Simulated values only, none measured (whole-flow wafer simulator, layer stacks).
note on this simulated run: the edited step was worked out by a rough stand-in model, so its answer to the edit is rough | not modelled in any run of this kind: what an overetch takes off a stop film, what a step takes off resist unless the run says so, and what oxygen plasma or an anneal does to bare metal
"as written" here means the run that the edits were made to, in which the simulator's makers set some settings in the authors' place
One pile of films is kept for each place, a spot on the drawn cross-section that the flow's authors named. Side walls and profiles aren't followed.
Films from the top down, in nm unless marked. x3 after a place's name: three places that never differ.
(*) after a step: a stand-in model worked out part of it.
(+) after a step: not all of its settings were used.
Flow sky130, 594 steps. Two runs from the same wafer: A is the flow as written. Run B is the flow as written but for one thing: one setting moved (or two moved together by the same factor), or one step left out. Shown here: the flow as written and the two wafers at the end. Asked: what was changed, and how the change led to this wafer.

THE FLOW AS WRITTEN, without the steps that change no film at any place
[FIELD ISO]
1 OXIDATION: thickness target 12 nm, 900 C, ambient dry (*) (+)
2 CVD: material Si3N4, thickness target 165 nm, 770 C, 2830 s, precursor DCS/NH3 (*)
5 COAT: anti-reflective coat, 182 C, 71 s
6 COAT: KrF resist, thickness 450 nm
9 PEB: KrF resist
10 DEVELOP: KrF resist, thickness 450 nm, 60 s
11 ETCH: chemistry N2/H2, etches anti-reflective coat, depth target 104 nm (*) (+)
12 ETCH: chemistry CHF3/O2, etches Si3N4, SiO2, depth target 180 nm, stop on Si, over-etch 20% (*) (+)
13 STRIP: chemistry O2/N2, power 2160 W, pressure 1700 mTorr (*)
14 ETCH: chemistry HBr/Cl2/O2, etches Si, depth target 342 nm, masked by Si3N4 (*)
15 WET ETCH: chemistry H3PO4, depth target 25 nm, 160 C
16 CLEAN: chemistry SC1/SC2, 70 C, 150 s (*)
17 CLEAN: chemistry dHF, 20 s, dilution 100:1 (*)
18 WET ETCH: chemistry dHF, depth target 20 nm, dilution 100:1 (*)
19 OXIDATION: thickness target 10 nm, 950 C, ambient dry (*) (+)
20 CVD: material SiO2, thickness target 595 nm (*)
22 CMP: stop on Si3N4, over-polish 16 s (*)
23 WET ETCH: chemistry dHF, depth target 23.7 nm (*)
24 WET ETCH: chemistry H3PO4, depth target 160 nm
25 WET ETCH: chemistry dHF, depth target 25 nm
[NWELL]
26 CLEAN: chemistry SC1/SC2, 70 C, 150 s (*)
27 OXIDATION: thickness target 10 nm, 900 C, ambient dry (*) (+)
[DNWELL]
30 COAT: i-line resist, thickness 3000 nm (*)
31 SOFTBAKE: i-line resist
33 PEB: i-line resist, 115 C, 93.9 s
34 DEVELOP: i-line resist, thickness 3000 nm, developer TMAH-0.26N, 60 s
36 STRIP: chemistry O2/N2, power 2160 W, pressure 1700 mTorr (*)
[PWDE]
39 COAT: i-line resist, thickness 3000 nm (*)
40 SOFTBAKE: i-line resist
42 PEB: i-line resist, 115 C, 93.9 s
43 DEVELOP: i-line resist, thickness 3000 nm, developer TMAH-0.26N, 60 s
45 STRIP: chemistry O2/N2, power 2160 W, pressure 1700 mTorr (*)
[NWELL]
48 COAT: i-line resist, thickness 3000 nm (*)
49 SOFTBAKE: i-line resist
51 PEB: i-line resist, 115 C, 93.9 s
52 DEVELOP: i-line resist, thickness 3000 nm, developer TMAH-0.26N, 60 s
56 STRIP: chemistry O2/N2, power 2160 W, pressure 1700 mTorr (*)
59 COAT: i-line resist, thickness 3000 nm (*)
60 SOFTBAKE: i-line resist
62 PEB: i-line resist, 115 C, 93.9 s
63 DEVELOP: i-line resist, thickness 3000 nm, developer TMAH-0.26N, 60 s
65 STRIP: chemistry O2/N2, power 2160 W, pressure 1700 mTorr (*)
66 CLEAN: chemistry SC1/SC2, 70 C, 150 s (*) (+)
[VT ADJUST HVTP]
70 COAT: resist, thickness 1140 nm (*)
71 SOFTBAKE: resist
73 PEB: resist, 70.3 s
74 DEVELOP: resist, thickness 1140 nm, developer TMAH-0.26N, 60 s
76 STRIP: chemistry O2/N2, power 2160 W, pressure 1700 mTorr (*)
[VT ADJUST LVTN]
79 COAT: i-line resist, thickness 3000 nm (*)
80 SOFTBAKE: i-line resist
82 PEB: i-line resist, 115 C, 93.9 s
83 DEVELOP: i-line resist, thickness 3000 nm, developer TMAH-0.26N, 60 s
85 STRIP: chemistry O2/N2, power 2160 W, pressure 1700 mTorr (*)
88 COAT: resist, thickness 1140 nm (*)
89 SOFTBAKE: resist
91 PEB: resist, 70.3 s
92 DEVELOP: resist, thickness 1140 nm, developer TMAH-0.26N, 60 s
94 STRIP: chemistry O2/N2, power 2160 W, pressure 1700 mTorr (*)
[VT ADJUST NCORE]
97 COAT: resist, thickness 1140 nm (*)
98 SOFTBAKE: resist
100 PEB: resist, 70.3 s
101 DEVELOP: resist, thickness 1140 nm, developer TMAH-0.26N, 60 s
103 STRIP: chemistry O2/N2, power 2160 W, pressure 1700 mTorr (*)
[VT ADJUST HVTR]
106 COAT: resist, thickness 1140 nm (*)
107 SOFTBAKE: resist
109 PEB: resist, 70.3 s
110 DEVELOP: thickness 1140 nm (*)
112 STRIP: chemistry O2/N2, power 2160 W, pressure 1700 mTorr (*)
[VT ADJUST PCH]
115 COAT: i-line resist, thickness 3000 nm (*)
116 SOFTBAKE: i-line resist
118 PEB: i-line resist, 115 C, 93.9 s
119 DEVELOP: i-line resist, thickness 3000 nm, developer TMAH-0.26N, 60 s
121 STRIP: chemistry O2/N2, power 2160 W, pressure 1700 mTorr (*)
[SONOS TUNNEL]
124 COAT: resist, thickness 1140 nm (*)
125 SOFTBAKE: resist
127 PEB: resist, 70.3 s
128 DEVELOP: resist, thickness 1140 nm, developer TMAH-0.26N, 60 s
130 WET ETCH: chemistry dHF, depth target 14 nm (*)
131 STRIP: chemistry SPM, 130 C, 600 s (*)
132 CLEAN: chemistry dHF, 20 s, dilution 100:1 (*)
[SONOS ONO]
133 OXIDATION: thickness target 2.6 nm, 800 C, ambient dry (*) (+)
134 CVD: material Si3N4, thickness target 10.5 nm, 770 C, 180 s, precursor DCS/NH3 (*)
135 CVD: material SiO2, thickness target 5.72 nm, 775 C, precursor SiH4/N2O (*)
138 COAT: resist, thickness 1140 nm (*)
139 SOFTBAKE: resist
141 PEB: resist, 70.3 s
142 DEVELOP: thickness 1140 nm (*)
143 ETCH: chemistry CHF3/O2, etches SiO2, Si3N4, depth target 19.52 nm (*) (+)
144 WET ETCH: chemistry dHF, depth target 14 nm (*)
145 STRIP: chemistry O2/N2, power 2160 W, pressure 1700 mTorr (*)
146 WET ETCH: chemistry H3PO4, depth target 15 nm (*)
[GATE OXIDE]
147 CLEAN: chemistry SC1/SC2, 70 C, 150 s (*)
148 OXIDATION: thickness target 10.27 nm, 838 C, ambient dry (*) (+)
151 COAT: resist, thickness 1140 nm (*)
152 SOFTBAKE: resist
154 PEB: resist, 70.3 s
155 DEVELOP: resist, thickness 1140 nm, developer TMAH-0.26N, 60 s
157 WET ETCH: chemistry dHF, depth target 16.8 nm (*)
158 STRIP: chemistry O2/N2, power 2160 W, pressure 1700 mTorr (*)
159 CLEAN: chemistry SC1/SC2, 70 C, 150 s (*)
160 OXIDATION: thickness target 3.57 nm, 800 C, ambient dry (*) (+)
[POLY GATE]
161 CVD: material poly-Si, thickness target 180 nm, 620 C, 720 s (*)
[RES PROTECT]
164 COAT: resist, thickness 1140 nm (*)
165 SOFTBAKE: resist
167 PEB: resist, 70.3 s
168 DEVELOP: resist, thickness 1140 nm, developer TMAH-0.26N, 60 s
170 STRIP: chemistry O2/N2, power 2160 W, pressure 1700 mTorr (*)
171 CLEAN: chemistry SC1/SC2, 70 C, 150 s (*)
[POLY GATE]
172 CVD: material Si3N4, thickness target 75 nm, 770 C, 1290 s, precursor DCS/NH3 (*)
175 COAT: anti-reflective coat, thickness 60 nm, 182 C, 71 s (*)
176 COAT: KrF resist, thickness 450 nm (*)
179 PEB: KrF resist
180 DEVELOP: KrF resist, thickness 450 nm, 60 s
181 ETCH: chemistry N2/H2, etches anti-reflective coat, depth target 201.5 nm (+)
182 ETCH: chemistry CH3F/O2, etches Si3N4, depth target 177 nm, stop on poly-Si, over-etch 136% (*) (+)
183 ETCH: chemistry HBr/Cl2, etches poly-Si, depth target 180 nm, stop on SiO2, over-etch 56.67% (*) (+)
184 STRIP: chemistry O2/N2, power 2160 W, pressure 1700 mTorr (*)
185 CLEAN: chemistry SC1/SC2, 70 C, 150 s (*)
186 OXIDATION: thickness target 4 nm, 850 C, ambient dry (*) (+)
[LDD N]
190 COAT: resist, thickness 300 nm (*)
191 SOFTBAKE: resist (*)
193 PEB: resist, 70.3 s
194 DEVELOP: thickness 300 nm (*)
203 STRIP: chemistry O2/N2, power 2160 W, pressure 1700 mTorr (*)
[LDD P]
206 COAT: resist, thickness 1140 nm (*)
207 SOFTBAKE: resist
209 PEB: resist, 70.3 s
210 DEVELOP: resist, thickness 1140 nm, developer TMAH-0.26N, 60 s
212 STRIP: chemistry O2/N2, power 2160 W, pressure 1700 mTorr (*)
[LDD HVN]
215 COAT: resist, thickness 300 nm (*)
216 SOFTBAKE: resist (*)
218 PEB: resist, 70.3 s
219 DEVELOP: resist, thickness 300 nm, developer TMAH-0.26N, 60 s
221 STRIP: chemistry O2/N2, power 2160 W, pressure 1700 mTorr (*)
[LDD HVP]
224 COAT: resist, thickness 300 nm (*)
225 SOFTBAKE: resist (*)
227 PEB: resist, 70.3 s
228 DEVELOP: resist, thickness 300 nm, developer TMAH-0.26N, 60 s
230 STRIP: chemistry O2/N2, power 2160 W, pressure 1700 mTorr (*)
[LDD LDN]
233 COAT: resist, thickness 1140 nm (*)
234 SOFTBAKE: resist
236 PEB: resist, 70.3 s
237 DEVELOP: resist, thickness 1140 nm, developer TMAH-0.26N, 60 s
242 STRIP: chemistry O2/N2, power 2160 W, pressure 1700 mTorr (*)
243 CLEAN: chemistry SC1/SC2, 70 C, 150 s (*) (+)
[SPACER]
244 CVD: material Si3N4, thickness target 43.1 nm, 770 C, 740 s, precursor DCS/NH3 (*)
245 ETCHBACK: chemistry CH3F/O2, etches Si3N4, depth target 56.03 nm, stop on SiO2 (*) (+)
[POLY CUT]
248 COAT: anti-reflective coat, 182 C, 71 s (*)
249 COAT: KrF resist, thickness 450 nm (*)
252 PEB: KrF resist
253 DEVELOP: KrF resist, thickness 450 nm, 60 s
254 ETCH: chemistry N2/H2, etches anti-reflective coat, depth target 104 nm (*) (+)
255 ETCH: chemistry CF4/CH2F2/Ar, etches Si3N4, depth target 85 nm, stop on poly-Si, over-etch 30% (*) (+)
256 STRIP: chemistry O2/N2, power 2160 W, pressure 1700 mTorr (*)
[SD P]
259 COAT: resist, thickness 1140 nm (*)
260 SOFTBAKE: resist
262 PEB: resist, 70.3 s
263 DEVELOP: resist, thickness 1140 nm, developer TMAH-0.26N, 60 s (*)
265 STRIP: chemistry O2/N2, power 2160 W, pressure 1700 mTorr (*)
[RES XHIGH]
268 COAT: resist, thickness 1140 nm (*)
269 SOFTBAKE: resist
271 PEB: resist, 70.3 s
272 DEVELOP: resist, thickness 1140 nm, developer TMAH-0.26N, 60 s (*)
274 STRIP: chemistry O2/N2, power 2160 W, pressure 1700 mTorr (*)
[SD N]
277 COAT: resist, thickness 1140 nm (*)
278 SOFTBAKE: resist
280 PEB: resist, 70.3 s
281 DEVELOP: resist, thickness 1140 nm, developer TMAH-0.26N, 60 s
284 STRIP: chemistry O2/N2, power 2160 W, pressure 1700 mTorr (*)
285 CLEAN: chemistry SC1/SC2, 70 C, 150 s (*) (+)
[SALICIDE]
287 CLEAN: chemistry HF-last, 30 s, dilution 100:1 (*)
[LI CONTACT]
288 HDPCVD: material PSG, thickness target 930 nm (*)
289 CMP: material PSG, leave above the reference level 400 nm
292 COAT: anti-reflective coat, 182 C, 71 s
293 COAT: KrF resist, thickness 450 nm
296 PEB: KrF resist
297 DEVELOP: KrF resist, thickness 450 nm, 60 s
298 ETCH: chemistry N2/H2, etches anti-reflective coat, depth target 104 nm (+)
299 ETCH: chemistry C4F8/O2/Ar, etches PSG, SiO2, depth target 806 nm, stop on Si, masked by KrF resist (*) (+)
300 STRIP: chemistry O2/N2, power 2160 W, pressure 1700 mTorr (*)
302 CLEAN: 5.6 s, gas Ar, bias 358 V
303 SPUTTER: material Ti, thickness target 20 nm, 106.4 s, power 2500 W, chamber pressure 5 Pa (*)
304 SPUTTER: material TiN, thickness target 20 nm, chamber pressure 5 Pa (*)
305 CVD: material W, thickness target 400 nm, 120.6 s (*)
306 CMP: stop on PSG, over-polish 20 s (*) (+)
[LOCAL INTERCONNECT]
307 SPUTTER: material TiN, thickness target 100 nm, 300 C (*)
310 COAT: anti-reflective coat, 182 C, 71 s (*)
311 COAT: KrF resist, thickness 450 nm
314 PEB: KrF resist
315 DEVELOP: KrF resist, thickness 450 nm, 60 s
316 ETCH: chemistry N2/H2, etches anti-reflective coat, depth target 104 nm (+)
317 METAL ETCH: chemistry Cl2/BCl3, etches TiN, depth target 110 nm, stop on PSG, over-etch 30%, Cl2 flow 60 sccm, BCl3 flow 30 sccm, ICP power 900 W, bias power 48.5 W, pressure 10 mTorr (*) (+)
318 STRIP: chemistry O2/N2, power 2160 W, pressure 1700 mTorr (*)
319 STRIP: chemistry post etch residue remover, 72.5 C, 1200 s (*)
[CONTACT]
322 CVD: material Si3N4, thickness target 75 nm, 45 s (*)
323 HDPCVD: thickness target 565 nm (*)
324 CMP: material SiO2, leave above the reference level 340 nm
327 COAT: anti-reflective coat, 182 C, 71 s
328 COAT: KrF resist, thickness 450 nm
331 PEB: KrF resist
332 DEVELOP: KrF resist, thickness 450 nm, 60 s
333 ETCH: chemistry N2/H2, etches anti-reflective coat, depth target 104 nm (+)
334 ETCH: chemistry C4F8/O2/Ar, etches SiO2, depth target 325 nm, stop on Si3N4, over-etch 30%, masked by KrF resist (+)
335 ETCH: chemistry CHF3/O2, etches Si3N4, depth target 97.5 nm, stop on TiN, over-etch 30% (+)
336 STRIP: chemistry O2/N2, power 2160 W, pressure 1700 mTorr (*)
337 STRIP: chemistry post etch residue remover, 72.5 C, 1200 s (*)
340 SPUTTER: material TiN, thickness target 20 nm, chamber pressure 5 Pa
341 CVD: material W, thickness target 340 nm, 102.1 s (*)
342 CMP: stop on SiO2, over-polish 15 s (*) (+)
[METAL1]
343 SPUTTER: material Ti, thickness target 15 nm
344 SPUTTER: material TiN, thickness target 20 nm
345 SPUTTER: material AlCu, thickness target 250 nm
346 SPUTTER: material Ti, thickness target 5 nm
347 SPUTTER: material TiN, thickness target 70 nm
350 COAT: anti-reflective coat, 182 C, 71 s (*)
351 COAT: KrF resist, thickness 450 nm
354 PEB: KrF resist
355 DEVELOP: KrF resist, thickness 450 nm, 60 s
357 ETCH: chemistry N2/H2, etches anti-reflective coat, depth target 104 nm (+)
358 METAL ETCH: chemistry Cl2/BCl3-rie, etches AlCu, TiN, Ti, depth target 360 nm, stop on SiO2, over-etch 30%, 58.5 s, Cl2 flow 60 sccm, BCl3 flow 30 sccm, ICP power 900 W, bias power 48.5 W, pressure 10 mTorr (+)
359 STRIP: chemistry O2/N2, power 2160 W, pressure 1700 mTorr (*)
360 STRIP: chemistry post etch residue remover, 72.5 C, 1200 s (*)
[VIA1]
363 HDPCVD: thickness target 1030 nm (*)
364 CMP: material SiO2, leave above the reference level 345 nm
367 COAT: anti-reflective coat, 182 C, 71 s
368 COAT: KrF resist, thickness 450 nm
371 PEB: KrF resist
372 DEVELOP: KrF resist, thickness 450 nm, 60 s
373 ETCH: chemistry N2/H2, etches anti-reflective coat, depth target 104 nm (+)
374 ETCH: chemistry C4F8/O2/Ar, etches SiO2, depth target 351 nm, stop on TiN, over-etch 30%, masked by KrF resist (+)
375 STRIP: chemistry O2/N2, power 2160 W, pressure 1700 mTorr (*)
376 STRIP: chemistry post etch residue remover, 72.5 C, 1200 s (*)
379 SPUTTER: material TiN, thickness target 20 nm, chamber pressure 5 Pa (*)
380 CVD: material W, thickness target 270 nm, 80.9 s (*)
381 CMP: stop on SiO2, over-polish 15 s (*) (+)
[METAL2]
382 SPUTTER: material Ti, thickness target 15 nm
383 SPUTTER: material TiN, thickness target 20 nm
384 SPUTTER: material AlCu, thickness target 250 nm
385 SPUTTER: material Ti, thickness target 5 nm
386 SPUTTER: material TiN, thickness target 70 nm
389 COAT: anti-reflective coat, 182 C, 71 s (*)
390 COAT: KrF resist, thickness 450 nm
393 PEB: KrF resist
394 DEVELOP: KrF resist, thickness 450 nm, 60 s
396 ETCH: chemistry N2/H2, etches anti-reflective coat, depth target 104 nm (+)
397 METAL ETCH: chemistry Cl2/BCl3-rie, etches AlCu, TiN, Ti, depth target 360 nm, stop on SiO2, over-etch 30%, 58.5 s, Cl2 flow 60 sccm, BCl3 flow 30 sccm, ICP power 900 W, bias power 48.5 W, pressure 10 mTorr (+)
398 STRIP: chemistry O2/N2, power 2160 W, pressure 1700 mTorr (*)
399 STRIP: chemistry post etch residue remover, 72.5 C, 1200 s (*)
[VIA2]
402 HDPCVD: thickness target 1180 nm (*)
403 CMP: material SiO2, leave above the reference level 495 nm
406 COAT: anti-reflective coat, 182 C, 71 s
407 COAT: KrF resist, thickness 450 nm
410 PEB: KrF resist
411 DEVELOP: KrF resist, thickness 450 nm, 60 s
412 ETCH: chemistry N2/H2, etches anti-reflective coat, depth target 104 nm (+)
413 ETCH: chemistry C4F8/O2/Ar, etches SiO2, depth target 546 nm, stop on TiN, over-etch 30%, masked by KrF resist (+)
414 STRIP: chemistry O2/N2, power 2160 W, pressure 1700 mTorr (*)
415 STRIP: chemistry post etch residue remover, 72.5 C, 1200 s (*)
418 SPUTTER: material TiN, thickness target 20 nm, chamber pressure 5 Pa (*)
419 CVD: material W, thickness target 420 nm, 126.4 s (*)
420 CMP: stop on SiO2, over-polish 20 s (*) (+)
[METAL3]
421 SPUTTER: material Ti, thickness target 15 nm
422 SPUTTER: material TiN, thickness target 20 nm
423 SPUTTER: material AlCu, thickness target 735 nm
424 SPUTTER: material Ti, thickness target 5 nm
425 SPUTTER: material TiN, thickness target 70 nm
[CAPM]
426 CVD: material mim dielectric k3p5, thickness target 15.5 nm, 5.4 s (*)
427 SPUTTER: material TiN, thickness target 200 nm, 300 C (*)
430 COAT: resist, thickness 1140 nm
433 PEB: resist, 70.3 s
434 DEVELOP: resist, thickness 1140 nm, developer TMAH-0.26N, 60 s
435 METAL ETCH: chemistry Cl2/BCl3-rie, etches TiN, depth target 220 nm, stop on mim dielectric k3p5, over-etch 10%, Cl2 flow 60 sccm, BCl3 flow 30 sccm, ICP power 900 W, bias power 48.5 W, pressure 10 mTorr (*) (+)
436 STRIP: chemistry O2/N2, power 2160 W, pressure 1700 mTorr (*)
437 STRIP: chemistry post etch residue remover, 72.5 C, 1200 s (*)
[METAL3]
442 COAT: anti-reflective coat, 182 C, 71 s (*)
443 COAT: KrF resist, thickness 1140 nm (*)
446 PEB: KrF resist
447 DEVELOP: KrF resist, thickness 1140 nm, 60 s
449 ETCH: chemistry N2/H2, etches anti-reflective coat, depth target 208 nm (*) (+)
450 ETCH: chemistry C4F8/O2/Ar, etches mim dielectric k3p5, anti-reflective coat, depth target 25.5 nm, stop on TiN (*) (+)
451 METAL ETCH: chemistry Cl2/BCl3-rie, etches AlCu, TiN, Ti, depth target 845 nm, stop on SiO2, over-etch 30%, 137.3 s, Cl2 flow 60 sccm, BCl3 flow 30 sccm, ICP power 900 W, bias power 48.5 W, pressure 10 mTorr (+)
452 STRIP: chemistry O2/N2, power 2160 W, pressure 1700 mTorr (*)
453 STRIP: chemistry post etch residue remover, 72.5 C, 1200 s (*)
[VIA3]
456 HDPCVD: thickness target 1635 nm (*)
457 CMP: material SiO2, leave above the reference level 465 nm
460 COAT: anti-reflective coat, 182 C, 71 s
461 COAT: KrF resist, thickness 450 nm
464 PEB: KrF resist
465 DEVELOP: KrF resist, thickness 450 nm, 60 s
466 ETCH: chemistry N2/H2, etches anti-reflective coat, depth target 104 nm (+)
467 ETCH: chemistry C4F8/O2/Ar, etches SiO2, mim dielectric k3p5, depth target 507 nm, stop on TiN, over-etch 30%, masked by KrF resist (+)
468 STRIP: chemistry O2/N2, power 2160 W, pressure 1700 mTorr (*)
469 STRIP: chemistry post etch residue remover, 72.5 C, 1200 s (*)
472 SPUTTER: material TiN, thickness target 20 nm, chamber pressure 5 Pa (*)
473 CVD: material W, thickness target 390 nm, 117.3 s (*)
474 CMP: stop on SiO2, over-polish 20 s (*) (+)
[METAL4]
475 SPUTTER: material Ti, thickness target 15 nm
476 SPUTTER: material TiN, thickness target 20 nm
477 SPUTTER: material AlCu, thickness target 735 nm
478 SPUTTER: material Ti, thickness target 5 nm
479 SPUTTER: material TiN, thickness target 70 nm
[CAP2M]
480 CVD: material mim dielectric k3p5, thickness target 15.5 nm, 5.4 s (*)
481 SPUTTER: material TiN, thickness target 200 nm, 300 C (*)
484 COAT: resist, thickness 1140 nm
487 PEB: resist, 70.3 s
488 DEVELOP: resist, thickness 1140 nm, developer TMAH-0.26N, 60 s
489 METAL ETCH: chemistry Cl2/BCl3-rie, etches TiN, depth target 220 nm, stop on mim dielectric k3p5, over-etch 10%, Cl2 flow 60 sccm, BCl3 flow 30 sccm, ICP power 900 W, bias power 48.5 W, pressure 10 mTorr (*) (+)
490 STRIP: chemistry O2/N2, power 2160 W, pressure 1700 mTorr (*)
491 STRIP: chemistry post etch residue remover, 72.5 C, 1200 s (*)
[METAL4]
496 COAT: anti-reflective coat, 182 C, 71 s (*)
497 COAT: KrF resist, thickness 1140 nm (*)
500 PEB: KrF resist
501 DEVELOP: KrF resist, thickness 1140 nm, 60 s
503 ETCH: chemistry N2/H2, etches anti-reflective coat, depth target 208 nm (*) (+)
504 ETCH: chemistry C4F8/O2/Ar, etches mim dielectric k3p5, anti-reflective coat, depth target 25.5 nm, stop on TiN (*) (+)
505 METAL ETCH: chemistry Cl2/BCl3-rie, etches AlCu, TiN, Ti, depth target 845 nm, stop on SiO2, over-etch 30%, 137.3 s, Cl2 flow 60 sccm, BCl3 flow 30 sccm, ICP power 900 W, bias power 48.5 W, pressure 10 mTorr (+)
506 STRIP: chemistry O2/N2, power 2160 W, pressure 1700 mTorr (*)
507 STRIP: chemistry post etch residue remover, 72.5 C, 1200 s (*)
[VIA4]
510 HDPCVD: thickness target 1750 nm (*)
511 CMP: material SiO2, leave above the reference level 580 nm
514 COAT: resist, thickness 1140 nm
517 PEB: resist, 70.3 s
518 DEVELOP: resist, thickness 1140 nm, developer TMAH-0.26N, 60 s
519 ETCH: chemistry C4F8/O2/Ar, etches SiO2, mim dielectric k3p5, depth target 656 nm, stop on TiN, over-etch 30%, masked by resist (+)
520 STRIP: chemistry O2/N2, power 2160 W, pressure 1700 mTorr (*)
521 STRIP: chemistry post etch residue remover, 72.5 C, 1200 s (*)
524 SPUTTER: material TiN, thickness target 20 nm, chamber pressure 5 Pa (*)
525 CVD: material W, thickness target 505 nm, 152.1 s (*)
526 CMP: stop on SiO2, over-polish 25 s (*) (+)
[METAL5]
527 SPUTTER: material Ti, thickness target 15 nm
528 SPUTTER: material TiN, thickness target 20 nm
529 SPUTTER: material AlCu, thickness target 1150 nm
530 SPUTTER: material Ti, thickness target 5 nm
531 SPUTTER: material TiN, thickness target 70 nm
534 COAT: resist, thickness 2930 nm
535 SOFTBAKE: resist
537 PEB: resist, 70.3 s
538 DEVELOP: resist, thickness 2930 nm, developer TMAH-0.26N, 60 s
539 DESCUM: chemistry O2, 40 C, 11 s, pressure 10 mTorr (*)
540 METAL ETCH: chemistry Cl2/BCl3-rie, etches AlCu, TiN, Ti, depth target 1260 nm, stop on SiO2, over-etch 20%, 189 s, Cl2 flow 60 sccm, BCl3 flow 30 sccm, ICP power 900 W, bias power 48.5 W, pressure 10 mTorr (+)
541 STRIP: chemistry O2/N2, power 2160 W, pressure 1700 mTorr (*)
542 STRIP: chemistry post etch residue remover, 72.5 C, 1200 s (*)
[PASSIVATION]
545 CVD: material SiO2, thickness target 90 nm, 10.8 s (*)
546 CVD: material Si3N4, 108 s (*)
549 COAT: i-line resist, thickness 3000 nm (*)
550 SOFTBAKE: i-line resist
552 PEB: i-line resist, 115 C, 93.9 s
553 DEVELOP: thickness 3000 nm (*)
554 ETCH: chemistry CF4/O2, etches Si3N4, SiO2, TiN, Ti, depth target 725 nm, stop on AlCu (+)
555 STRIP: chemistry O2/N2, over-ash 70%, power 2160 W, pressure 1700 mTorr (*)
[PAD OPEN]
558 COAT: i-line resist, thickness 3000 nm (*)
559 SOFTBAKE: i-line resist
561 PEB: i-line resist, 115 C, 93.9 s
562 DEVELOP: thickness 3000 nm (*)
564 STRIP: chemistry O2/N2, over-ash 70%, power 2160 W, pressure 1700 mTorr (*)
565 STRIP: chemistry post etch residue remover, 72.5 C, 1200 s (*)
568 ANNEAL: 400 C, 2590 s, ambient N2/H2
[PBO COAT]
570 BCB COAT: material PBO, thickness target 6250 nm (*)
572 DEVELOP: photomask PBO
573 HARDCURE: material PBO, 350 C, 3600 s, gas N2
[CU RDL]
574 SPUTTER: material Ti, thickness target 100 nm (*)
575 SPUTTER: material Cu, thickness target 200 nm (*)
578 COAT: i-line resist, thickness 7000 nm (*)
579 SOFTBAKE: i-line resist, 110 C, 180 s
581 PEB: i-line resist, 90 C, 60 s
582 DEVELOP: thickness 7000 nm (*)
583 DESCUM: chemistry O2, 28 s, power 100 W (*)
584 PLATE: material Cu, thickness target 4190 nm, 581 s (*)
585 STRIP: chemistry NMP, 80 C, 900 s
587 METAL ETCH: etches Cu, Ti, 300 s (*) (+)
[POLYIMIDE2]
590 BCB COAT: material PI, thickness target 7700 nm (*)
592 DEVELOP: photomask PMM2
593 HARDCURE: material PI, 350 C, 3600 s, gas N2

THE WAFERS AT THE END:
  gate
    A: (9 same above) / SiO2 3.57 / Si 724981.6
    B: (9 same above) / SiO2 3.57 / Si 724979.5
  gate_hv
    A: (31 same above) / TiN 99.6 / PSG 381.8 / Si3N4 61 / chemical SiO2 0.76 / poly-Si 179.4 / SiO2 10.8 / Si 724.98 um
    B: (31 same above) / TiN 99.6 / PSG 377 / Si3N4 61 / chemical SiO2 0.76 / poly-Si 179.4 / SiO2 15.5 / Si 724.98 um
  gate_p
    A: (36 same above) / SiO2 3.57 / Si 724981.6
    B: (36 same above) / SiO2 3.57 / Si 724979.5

The cause: step 148, OXIDATION: thickness target 15.15 nm was run, where the flow has thickness target 10.27 nm.

How the change led to this, step by step:
  148 OXIDATION: thickness target 10.27 nm, 838 C, ambient dry (*) (+)
      active, n_well, p_well and 98 more: A SiO2 +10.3 (new film), chemical SiO2 -0.76 (all of it), Si -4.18 | B SiO2 +15.1 (new film), chemical SiO2 -0.76 (all of it), Si -6.33
      mim, vpp_sp, vpp_ln and 61 more: A SiO2 +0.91, Si -0.4 | B SiO2 +1.7, Si -0.75
      (and at 23 more places)
  152 SOFTBAKE: resist
      nw_fld: A resist -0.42 | B resist +1.16
      field: A resist -0.67 | B resist -0.04
      (and at 2 more places)
  157 WET ETCH: chemistry dHF, depth target 16.8 nm (*)
      active, n_well, p_well and 58 more: A SiO2 -10.3 (all of it) | B SiO2 -15.1 (all of it)
  175 COAT: anti-reflective coat, thickness 60 nm, 182 C, 71 s (*)
      p_well, sd_n, sd_p, contact: A anti-reflective coat +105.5 (new film) | B anti-reflective coat +108 (new film)
      field: A anti-reflective coat +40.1 (new film) | B anti-reflective coat +39.2 (new film)
      (and at 36 more places)
  181 ETCH: chemistry N2/H2, etches anti-reflective coat, depth target 201.5 nm (+)
      p_well, sd_n, sd_p, contact: A anti-reflective coat -105.5 (all of it), Si3N4 -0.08 | B anti-reflective coat -108 (all of it)
      ndiff_licon_rim: A anti-reflective coat -103.4 (all of it), Si3N4 -0.11 | B anti-reflective coat -105.8 (all of it)
      (and at 17 more places)
  184 STRIP: chemistry O2/N2, power 2160 W, pressure 1700 mTorr (*)
      n_well: A KrF resist -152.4 (all of it), anti-reflective coat -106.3 (all of it) | B KrF resist -152.8 (all of it), anti-reflective coat -108.8 (all of it)
      gate: A KrF resist -168 (all of it), anti-reflective coat -88.5 (all of it) | B KrF resist -168.9 (all of it), anti-reflective coat -90.7 (all of it)
      (and at 17 more places)
  190 COAT: resist, thickness 300 nm (*)
      n_well: A resist +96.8 (new film) | B resist +99.4 (new film)
      pad: A resist +87.2 (new film) | B resist +85 (new film)
  203 STRIP: chemistry O2/N2, power 2160 W, pressure 1700 mTorr (*)
      n_well: A resist -95.8 (all of it) | B resist -98.3 (all of it)
      pad: A resist -86.4 (all of it) | B resist -84.1 (all of it)
  215 COAT: resist, thickness 300 nm (*)
      n_well: A resist +96.8 (new film) | B resist +99.4 (new film)
      pad: A resist +87.2 (new film) | B resist +85 (new film)
  221 STRIP: chemistry O2/N2, power 2160 W, pressure 1700 mTorr (*)
      n_well: A resist -95.8 (all of it) | B resist -98.3 (all of it)
      pad: A resist -86.4 (all of it) | B resist -84.1 (all of it)
  224 COAT: resist, thickness 300 nm (*)
      n_well: A resist +96.8 (new film) | B resist +99.4 (new film)
      pad: A resist +87.2 (new film) | B resist +85 (new film)
  230 STRIP: chemistry O2/N2, power 2160 W, pressure 1700 mTorr (*)
      n_well: A resist -95.8 (all of it) | B resist -98.3 (all of it)
      pad: A resist -86.4 (all of it) | B resist -84.1 (all of it)
  248 COAT: anti-reflective coat, 182 C, 71 s (*)
      m1: A anti-reflective coat +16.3 (new film) | B anti-reflective coat +15.1 (new film)
      pplus_nw: A anti-reflective coat +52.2 (new film) | B anti-reflective coat +54.3 (new film)
      (and at 16 more places)
  256 STRIP: chemistry O2/N2, power 2160 W, pressure 1700 mTorr (*)
      m1: A KrF resist -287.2 (all of it), anti-reflective coat -16.3 (all of it) | B KrF resist -285.7 (all of it), anti-reflective coat -15.1 (all of it)
      pplus_nw: A KrF resist -444.5 (all of it), anti-reflective coat -52.2 (all of it) | B KrF resist -444.6 (all of it), anti-reflective coat -54.3 (all of it)
      (and at 16 more places)
  306 CMP: stop on PSG, over-polish 20 s (*) (+)
      poly_licon: A W -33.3 | B W -35.9
